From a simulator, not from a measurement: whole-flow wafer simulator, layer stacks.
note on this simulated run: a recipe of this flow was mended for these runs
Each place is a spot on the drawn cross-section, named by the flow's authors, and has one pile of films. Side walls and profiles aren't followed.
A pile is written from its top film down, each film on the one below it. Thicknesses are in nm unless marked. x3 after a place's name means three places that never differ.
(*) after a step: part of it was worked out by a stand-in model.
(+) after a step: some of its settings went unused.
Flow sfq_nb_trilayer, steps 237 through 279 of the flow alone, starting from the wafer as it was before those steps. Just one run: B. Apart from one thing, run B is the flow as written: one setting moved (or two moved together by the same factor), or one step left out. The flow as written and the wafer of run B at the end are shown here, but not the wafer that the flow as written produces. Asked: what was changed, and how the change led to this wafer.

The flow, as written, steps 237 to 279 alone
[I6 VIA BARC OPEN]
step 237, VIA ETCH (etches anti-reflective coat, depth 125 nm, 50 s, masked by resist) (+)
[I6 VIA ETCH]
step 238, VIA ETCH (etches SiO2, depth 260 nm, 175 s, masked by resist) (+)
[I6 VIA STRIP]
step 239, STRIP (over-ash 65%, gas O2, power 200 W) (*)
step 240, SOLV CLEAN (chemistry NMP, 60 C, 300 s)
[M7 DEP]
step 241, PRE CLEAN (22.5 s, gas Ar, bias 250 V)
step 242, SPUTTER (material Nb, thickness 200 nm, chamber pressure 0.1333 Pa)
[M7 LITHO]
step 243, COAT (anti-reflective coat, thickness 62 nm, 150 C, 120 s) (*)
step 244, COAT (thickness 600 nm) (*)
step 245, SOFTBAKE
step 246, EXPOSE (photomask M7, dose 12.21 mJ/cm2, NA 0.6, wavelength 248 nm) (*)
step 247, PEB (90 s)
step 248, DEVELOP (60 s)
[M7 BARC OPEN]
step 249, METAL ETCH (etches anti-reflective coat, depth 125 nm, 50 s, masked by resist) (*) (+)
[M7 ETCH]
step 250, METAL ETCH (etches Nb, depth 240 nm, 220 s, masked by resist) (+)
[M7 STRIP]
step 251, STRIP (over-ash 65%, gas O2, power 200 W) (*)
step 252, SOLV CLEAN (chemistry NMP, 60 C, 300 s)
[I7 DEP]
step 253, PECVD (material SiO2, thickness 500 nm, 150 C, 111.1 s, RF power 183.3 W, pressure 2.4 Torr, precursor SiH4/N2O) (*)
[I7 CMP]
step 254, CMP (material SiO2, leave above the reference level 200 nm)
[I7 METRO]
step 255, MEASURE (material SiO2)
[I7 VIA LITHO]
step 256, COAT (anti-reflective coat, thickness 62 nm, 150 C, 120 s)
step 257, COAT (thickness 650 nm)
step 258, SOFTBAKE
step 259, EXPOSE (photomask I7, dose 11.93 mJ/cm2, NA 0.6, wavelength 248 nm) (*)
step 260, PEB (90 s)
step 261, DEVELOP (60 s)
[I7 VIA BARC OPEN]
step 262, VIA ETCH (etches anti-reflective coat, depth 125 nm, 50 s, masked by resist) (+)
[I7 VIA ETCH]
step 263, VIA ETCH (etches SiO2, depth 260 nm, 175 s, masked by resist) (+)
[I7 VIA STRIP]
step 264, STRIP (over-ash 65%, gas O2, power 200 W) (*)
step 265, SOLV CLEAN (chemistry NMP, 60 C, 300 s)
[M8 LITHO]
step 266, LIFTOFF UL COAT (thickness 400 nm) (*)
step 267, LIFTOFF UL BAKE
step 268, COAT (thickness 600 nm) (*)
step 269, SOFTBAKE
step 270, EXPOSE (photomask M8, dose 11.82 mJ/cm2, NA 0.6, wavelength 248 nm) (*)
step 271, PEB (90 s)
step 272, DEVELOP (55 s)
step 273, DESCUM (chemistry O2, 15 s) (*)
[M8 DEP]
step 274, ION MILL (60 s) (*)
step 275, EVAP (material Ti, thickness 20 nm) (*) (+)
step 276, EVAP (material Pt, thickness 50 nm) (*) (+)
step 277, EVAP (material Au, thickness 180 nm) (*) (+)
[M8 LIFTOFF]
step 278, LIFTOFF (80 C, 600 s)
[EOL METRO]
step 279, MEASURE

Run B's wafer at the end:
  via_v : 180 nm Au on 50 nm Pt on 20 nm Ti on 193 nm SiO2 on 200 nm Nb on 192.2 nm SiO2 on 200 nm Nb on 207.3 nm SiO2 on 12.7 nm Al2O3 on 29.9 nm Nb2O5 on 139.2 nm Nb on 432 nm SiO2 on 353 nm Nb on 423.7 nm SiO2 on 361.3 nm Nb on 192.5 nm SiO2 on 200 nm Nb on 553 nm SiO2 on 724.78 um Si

The reason: step 238, VIA ETCH: etches SiO2, depth 260 nm, 175 s, masked by resist (+), was skipped.

The path from the change to this, step by step:
  step 239, STRIP (over-ash 65%, gas O2, power 200 W) (*)
      field_l, v_sur, via_wl and 102 more: -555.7 KrF-resist-other-grade (all of it), -62 anti-reflective coat (all of it) (it would be, as written: -510.8 KrF-resist-other-grade (all of it), -62 anti-reflective coat (all of it))
  step 241, PRE CLEAN (22.5 s, gas Ar, bias 250 V)
      via_v: -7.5 SiO2 (it would be, as written: -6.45 Nb)
  step 242, SPUTTER (material Nb, thickness 200 nm, chamber pressure 0.1333 Pa)
      via_v: +200 Nb (new film) (it would be, as written: +159.9 Nb)
  step 243, COAT (anti-reflective coat, thickness 62 nm, 150 C, 120 s) (*)
      v_sur: +62 anti-reflective coat (new film) (it would be, as written: +64.6 anti-reflective coat (new film))
      via_wl: +62 anti-reflective coat (new film) (it would be, as written: +67.5 anti-reflective coat (new film))
      (as well as at 8 more places)
  step 244, COAT (thickness 600 nm) (*)
      via_w: +600 KrF-resist-other-grade (new film) (it would be, as written: +586.9 KrF-resist-other-grade (new film))
      via_wr: +600 KrF-resist-other-grade (new film) (it would be, as written: +583.7 KrF-resist-other-grade (new film))
      (as well as at 2 more places)
  step 251, STRIP (over-ash 65%, gas O2, power 200 W) (*)
      v_sur: -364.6 KrF-resist-other-grade (all of it), -62 anti-reflective coat (all of it) (it would be, as written: -360.6 KrF-resist-other-grade (all of it), -64.6 anti-reflective coat (all of it))
      via_wl: -364.6 KrF-resist-other-grade (all of it), -62 anti-reflective coat (all of it) (it would be, as written: -357.5 KrF-resist-other-grade (all of it), -67.5 anti-reflective coat (all of it))
      (as well as at 8 more places)
  step 253, PECVD (material SiO2, thickness 500 nm, 150 C, 111.1 s, RF power 183.3 W, pressure 2.4 Torr, precursor SiH4/N2O) (*)
      via_v: +500 SiO2 (new film) (it would be, as written: +627.2 SiO2 (new film))
  step 254, CMP (material SiO2, leave above the reference level 200 nm)
      via_v: -299.7 SiO2 (it would be, as written: -183.1 SiO2)
If metal films that touch count as one body, via_v has 7 bodies (between them, from the top down: SiO2 193; SiO2 192.2; SiO2 207.3 / Al2O3 12.7 / Nb2O5 29.9; SiO2 432; SiO2 423.7; SiO2 192.5); the flow as written gives 6 bodies (between them, from the top down: SiO2 436.8; SiO2 207.3 / Al2O3 12.7 / Nb2O5 29.9; SiO2 432; SiO2 423.7; SiO2 192.5).
